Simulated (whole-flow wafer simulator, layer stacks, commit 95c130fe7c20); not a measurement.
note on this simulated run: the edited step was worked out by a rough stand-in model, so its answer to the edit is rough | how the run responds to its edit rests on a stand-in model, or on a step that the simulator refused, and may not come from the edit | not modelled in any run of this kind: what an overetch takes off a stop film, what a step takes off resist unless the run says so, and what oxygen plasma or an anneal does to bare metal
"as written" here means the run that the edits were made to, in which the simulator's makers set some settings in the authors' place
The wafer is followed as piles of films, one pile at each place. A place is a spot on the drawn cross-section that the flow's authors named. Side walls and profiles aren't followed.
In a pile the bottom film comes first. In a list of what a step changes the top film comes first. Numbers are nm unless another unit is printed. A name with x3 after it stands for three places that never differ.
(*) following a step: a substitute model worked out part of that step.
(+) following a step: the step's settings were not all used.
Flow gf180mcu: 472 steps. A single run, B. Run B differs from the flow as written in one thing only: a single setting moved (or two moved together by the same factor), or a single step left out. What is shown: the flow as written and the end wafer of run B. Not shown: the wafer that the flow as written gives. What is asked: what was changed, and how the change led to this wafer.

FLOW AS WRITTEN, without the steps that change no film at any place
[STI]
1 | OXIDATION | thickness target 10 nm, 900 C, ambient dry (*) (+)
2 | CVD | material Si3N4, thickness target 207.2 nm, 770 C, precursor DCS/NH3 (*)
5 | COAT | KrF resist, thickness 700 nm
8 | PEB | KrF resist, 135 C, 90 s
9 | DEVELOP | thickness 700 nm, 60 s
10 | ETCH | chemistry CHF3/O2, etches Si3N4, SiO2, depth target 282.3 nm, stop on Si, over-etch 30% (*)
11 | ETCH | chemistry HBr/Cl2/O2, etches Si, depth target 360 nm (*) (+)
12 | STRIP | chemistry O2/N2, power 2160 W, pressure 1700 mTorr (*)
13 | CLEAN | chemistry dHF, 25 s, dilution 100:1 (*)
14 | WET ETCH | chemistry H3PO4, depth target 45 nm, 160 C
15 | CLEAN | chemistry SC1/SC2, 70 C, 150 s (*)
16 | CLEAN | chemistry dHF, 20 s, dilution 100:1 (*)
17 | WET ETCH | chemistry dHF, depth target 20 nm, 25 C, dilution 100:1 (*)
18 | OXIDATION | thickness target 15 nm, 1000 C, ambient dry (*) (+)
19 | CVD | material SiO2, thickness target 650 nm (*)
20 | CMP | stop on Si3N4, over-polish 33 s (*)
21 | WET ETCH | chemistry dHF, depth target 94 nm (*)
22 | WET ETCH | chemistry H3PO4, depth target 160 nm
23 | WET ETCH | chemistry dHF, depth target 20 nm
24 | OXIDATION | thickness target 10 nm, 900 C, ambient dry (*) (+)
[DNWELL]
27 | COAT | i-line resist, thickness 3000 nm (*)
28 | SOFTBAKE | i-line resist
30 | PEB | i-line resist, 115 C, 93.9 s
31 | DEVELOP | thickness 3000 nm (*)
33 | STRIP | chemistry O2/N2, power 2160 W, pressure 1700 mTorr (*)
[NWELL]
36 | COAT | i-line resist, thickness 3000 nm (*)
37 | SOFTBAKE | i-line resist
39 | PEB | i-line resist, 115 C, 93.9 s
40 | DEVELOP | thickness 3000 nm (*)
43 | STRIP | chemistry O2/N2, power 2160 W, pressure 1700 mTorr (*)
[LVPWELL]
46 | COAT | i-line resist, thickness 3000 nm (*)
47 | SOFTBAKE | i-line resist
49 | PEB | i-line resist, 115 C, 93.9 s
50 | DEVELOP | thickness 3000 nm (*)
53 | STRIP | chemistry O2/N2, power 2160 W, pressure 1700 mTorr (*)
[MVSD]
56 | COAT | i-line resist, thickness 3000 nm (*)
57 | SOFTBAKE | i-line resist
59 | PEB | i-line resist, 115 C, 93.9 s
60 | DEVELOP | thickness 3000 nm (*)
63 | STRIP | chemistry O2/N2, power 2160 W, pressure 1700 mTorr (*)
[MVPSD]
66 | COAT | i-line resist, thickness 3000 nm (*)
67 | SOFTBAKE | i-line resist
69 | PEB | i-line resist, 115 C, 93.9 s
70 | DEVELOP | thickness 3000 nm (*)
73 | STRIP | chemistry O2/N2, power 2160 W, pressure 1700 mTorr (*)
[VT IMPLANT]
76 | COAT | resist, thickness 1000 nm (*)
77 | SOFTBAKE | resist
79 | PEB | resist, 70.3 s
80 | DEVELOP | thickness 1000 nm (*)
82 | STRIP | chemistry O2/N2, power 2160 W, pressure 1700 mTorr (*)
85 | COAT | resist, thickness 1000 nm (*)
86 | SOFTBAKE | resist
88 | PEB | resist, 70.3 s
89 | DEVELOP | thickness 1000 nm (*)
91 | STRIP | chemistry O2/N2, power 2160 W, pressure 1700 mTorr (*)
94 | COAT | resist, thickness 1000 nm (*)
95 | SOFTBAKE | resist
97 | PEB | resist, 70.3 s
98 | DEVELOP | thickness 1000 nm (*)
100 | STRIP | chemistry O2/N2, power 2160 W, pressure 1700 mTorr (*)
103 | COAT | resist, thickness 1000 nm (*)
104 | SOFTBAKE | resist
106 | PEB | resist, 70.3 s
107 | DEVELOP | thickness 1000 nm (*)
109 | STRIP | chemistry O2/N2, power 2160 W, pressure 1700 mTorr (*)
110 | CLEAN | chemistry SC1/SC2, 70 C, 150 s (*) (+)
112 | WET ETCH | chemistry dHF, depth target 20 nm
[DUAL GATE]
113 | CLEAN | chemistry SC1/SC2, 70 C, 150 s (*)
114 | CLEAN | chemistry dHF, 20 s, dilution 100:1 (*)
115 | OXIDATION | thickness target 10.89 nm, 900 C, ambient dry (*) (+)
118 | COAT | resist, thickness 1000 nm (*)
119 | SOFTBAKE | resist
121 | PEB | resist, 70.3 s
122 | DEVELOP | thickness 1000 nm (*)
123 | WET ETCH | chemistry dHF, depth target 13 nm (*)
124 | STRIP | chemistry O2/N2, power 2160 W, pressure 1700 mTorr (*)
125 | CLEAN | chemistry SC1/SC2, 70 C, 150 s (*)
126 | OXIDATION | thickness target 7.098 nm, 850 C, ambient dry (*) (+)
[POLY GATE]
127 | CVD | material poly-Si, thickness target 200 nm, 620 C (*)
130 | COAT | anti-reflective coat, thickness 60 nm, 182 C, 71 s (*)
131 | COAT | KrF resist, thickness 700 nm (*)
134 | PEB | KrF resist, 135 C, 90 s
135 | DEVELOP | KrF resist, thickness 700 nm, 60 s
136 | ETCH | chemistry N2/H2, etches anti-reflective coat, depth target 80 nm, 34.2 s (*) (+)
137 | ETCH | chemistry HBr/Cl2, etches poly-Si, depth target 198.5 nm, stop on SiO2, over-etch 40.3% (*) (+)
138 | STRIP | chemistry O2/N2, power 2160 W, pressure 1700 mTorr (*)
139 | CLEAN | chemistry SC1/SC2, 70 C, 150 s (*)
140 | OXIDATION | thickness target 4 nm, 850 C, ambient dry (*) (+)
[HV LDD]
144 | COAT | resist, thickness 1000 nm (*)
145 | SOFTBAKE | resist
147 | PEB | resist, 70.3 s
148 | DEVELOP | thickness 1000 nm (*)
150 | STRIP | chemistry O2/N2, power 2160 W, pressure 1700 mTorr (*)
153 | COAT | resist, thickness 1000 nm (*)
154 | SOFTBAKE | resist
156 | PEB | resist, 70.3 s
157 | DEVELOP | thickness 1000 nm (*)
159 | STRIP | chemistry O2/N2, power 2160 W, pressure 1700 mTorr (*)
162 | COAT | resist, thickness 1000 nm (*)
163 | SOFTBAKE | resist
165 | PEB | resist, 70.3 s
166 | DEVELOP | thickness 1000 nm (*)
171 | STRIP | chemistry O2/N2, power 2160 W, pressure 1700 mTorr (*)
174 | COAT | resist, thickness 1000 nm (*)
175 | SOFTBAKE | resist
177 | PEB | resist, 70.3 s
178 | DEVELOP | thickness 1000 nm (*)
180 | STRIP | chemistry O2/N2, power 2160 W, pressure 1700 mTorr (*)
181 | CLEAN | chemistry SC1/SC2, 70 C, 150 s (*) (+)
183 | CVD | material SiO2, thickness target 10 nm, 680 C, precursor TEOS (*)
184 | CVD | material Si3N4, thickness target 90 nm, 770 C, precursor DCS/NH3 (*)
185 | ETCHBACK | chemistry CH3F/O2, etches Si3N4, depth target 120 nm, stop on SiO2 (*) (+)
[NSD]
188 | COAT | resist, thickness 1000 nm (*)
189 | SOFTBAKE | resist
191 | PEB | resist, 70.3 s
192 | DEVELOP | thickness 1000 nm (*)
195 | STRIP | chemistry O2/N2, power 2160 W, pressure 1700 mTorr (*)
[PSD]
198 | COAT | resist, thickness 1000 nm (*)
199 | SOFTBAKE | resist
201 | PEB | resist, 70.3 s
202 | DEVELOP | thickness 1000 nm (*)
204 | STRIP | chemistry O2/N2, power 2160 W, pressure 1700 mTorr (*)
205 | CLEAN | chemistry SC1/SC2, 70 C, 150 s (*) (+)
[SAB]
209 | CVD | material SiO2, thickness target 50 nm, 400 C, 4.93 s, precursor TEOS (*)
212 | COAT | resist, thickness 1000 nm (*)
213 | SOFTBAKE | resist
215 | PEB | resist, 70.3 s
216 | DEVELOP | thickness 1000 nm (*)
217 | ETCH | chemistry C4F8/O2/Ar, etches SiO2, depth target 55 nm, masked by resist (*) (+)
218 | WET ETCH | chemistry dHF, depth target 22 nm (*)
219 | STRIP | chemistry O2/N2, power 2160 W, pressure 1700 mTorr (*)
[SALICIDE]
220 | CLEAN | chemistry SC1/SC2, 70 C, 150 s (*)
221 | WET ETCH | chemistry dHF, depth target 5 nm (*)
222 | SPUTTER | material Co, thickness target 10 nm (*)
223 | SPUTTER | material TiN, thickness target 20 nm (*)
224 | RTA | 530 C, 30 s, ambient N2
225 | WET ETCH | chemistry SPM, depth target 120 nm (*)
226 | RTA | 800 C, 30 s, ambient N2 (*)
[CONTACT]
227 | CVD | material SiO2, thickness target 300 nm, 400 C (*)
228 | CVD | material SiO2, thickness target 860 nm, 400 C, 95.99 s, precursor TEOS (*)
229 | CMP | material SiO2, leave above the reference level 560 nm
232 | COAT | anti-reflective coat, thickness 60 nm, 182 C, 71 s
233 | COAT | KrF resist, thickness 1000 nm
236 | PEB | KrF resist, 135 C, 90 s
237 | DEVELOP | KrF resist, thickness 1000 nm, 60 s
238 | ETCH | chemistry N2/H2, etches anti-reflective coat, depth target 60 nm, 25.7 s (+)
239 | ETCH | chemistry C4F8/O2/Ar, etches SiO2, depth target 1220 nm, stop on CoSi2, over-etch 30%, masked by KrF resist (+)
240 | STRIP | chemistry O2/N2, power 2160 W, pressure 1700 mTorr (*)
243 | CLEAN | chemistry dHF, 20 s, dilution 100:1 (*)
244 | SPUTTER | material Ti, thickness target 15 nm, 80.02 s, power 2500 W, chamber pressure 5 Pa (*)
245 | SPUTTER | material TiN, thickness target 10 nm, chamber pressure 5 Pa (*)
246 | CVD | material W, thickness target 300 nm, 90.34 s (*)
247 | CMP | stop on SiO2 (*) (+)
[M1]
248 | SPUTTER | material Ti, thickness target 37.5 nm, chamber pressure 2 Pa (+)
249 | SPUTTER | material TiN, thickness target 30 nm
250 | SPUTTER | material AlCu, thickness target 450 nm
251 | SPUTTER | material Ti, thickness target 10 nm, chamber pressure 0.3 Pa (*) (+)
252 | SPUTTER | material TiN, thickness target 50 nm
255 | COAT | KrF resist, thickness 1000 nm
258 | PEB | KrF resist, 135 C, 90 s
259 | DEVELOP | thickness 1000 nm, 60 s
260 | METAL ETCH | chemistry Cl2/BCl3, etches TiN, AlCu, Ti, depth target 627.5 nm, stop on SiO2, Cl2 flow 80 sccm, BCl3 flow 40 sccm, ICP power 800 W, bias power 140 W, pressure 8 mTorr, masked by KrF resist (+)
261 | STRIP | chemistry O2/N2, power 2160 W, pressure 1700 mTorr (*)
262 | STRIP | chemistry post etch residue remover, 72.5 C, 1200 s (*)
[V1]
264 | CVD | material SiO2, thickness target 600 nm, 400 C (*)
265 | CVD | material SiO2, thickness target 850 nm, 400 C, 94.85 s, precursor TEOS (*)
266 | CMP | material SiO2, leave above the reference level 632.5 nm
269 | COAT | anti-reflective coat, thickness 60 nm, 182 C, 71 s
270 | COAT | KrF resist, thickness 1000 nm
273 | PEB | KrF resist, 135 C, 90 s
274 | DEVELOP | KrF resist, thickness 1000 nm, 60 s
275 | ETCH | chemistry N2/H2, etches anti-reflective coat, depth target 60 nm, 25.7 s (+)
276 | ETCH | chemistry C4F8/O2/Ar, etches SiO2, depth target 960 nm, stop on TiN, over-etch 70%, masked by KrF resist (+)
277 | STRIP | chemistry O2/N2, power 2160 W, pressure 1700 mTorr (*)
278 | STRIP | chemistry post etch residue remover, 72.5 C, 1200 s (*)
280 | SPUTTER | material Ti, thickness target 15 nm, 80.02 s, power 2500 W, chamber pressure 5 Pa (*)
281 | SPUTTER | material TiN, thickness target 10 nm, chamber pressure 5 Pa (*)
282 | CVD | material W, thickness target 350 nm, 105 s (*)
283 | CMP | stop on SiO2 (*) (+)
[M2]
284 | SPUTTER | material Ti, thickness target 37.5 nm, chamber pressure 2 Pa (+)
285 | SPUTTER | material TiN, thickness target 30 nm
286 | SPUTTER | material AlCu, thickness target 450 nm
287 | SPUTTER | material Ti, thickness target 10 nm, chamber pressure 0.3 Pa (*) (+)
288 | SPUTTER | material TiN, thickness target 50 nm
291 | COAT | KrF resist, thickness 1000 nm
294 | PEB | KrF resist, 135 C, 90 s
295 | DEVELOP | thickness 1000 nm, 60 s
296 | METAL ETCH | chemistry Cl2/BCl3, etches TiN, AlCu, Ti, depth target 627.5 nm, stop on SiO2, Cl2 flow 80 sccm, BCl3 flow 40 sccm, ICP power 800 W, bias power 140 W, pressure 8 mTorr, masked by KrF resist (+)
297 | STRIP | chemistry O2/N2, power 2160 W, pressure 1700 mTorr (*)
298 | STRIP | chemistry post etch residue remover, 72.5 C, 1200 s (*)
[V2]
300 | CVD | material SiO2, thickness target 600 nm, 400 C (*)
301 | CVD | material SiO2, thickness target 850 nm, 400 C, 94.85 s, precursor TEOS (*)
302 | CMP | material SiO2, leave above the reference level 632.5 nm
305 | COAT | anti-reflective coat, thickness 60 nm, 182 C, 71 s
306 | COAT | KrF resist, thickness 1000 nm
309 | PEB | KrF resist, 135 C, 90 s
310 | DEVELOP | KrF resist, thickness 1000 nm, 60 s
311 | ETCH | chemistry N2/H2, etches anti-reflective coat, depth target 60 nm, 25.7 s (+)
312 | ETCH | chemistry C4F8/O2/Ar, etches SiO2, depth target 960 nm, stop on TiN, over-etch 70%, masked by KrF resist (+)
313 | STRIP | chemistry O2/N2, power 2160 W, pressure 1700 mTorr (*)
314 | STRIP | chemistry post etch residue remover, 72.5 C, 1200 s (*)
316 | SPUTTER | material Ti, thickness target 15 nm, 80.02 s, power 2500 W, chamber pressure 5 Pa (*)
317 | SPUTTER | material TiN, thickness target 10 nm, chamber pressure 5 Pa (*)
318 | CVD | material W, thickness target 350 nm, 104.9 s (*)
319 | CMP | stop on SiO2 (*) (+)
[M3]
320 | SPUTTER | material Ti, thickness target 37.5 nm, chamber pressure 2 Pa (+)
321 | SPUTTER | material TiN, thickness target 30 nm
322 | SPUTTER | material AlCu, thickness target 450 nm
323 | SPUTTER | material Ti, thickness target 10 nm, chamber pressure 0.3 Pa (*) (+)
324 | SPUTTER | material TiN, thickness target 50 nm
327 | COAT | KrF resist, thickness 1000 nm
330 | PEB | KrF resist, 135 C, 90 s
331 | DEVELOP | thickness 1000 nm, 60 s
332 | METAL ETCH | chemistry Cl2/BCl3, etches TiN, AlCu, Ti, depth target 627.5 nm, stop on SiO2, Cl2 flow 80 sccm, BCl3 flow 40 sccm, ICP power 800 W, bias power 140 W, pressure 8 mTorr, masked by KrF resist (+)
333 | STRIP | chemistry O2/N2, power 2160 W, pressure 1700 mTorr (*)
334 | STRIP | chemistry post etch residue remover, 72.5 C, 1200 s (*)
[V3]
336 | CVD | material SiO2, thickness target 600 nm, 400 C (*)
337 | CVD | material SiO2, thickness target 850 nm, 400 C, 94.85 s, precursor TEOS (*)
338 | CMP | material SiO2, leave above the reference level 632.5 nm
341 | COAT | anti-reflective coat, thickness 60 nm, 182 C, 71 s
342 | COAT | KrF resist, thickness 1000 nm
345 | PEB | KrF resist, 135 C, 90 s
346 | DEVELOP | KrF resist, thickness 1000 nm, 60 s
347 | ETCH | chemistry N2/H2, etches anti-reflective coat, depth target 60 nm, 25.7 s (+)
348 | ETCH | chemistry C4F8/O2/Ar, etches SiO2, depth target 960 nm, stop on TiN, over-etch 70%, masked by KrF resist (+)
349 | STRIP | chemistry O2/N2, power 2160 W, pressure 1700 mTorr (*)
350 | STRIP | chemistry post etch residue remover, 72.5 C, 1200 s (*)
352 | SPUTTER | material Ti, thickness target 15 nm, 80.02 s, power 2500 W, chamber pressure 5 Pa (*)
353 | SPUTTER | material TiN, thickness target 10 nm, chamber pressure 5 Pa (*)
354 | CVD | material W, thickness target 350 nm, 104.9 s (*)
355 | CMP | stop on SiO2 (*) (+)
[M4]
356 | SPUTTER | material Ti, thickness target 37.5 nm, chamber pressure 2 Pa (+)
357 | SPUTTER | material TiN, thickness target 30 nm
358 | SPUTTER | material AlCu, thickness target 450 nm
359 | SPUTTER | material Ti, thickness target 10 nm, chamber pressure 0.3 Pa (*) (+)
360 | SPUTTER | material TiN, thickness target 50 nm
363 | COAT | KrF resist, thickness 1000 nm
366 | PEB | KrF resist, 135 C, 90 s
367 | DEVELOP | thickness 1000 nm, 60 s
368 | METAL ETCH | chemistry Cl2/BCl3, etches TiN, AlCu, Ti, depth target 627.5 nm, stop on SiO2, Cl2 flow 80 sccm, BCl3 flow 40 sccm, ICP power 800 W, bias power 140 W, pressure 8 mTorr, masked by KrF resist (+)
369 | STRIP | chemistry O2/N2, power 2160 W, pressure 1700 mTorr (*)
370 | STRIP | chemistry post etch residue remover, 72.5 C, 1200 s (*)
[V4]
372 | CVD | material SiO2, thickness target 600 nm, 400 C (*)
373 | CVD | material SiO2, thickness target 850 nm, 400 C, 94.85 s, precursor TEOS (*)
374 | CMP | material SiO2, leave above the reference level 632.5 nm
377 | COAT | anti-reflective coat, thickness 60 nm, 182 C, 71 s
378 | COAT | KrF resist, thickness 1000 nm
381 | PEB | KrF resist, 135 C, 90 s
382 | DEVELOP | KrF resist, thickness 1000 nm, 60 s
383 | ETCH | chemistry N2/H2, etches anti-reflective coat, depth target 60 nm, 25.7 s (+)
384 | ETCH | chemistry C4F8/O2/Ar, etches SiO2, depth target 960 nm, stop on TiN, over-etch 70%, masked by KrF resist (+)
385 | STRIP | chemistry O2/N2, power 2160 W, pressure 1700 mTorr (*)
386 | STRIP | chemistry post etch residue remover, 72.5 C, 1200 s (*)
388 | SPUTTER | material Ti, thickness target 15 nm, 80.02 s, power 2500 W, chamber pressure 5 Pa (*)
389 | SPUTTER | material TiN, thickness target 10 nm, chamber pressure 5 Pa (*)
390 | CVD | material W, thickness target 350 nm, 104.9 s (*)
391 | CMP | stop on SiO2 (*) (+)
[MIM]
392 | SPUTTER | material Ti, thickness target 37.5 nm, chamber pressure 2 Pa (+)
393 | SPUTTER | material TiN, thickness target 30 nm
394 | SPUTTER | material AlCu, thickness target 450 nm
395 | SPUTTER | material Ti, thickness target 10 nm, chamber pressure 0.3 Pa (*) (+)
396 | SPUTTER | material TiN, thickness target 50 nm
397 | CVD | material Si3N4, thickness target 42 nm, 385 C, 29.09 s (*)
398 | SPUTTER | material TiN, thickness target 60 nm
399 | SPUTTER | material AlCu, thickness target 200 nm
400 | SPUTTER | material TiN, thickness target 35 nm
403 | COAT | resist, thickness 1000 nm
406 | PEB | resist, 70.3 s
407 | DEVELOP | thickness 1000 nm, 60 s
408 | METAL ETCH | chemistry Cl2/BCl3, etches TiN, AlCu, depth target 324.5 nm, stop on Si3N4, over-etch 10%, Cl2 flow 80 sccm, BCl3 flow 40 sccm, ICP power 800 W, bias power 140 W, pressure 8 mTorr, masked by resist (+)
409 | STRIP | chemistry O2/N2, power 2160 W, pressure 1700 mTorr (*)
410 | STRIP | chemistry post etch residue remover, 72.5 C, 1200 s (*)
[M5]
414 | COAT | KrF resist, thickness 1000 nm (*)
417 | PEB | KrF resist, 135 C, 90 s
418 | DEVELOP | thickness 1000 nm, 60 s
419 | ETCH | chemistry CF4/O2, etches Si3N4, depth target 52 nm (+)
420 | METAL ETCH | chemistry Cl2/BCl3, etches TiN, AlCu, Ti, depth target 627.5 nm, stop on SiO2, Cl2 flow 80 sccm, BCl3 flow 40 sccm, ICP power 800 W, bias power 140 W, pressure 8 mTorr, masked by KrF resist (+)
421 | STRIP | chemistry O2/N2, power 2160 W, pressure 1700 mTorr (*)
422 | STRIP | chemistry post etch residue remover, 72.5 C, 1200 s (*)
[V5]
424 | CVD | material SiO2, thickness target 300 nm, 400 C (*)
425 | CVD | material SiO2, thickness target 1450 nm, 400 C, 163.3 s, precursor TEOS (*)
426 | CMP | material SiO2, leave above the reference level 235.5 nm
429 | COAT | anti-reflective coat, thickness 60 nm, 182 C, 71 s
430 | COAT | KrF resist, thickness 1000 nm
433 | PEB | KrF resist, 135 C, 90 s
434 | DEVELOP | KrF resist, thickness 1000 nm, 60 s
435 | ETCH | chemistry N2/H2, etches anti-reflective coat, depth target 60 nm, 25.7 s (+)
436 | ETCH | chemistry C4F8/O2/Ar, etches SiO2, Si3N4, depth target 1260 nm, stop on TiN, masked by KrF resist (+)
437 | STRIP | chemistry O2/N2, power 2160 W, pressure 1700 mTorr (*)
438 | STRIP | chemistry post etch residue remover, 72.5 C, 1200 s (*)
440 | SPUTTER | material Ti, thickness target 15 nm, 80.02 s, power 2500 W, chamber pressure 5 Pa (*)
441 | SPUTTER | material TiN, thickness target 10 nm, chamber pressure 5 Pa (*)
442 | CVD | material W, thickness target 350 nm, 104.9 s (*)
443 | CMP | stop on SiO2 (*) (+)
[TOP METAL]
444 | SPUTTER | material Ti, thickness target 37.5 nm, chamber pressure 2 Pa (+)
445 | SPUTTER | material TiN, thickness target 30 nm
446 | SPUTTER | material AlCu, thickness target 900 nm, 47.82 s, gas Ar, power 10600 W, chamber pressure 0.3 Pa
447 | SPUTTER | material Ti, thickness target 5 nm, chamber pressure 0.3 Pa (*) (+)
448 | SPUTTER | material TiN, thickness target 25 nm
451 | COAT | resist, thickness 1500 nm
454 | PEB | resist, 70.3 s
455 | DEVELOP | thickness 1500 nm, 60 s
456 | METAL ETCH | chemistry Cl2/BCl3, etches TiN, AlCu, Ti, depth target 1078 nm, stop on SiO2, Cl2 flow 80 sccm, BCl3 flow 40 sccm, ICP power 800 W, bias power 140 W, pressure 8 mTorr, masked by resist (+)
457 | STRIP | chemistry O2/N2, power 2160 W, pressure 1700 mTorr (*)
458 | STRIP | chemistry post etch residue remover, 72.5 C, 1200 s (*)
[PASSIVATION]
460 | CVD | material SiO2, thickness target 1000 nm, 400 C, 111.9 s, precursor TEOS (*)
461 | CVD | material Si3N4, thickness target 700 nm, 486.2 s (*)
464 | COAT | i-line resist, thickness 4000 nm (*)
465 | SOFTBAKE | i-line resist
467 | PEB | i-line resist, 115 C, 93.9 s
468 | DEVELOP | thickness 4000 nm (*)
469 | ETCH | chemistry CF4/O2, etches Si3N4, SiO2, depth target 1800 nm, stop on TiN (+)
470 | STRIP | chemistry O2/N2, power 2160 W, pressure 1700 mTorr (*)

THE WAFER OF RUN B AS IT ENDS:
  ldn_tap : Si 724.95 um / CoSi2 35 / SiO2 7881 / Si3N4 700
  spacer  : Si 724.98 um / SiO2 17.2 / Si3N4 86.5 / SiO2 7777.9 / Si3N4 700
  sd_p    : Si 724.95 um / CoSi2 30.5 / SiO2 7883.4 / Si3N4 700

Cause: step 209, CVD: thickness target 75 nm was run, whereas the flow has thickness target 50 nm; step 209, CVD: 7.395 s was run, where the flow has 4.93 s.

Step by step, how the change led to this:
  209 | CVD | material SiO2, thickness target 50 nm, 400 C, 4.93 s, precursor TEOS (*)
      field, field__w7, field__w8 and 73 more: SiO2 gains 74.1 (as written it would have been: SiO2 gains 50)
      field_sub__w1, field_sub__w3, field_sub__w4, field_sub__w5, ld_drift_n, nplus_u: SiO2 gains 72.5 (as written it would have been: SiO2 gains 48.9)
      (also at 27 further places)
  217 | ETCH | chemistry C4F8/O2/Ar, etches SiO2, depth target 55 nm, masked by resist (*) (+)
      spacer: SiO2 loses 55 (as written it would have been: SiO2 loses 50 (all of it), Si3N4 loses 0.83)
  218 | WET ETCH | chemistry dHF, depth target 22 nm (*)
      ldn_tap, ldn_src, ldn_drn, ldp_tap, ldp_src, ldp_drn, ldp_gr: SiO2 loses 38 (as written it would have been: SiO2 loses 16 (all of it))
      ld_drn_n, ld_sd_p: SiO2 loses 36.7 (as written it would have been: SiO2 loses 14.8 (all of it))
      (also at 91 further places)
  219 | STRIP | chemistry O2/N2, power 2160 W, pressure 1700 mTorr (*)
      active_hv, active_nat, ld_sd_n and 11 more: nothing (as written it would have been: chemical SiO2 gains 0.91 (new film), Si loses 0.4)
  221 | WET ETCH | chemistry dHF, depth target 5 nm (*)
      ldn_tap, ldn_src, ldn_drn, ldp_tap, ldp_src, ldp_drn, ldp_gr: SiO2 loses 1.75 (all of it) (as written it would have been: chemical SiO2 loses 0.76 (all of it))
      ld_drn_n, ld_sd_p: SiO2 loses 1.31 (all of it) (as written it would have been: chemical SiO2 loses 0.76 (all of it))
      (also at 5 further places)
  223 | SPUTTER | material TiN, thickness target 20 nm (*)
      field__w12: TiN gains 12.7 (new film) (as written it would have been: TiN gains 12 (new film))
      sd_p: TiN gains 17.1 (new film) (as written it would have been: TiN gains 17.9 (new film))
      (also at 1 further place)
  224 | RTA | 530 C, 30 s, ambient N2
      sd_p: under 1 film: CoSi gains 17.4 (new film), Co loses 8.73 (all of it), Si loses 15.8 (as written it would have been: under 1 film: CoSi gains 18.1 (new film), Co loses 9.09 (all of it), Si loses 16.5)
  225 | WET ETCH | chemistry SPM, depth target 120 nm (*)
      field__w12: TiN loses 12.7 (all of it), Co loses 6.45 (all of it) (as written it would have been: TiN loses 12 (all of it), Co loses 6.15 (all of it))
      sd_p: TiN loses 17.1 (all of it) (as written it would have been: TiN loses 17.9 (all of it))
      (also at 1 further place)
  226 | RTA | 800 C, 30 s, ambient N2 (*)
      sd_p: CoSi2 gains 30.5 (new film), CoSi loses 17.4 (all of it), Si loses 15.8 (as written it would have been: CoSi2 gains 31.8 (new film), CoSi loses 18.1 (all of it), Si loses 16.5)
  229 | CMP | material SiO2, leave above the reference level 560 nm
      ldn_sep__w1, ldn_sep__w2, ldn_dft and 8 more: SiO2 loses 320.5 (as written it would have been: SiO2 loses 311)
      sti, mim_1p0, pad, dice_street, iso_nw_fld, iso_fld_sub: SiO2 loses 306.3 (as written it would have been: SiO2 loses 296.8)
      (also at 43 further places)
